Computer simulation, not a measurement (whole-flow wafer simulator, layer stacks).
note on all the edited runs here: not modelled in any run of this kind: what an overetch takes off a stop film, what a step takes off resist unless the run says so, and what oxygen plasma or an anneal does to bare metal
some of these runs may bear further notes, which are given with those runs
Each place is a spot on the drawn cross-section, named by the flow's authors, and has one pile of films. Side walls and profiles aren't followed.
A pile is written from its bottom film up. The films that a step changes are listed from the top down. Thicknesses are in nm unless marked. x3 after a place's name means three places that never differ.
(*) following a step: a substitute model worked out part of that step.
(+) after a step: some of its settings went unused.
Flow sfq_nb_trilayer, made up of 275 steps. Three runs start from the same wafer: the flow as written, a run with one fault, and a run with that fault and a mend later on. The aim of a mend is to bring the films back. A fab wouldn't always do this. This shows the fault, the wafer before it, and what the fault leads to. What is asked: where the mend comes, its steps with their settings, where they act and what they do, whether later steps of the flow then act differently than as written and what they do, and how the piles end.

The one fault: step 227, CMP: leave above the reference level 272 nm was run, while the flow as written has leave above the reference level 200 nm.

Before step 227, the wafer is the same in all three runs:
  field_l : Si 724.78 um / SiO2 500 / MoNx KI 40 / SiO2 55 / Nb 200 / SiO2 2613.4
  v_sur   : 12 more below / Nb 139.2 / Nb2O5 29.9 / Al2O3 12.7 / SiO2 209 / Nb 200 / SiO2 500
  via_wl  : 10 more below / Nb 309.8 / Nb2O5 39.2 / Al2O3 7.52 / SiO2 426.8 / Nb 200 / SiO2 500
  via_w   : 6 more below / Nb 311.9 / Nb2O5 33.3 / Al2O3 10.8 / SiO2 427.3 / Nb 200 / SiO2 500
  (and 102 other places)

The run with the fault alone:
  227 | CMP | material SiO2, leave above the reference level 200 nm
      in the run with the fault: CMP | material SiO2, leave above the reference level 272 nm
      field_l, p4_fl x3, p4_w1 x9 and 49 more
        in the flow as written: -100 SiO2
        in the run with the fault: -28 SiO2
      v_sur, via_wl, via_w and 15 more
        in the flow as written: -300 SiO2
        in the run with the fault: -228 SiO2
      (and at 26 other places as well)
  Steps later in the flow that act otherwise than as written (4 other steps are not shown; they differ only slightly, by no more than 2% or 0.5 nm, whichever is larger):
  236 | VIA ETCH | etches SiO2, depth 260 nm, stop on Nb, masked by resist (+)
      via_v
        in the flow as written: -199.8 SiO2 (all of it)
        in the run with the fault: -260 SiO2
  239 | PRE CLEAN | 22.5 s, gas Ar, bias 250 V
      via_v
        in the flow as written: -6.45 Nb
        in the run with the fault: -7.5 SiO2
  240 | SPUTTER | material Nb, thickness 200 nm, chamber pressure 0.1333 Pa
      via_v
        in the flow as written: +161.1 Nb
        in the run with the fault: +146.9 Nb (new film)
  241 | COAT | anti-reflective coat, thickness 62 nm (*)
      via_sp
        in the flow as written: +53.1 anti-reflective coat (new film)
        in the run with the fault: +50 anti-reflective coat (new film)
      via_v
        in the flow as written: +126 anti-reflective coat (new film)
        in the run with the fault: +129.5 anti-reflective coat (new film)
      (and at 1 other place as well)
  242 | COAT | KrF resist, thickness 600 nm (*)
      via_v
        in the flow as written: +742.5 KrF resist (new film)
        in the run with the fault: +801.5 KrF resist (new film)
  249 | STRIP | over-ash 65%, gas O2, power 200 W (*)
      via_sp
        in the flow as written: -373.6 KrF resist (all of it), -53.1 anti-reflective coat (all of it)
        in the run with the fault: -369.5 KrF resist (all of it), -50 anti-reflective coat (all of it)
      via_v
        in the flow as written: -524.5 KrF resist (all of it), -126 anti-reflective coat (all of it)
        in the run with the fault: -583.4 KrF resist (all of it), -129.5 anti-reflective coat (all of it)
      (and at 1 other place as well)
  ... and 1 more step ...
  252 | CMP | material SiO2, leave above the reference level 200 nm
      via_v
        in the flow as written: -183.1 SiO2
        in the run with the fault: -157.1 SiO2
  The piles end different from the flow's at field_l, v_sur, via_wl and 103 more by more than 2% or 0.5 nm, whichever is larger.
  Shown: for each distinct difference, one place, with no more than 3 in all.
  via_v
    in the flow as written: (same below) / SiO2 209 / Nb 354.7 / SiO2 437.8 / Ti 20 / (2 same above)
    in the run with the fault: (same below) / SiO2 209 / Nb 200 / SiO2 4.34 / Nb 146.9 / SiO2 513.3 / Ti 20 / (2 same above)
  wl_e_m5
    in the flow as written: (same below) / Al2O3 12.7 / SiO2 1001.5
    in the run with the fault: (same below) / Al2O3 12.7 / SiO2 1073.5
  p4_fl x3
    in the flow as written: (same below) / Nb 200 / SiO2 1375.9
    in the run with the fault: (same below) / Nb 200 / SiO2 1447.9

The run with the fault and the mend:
  The mend follows step 228.
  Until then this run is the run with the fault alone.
  228a | CMP | material SiO2, leave above the reference level 200 nm (the flow's step 227, run once more)
      field_l, v_sur, via_wl and 103 more
        -72 SiO2
  None of the later steps of the flow acts differently than as written at any place that is followed.
  At every place that both follow, the piles at the end match the flow's.
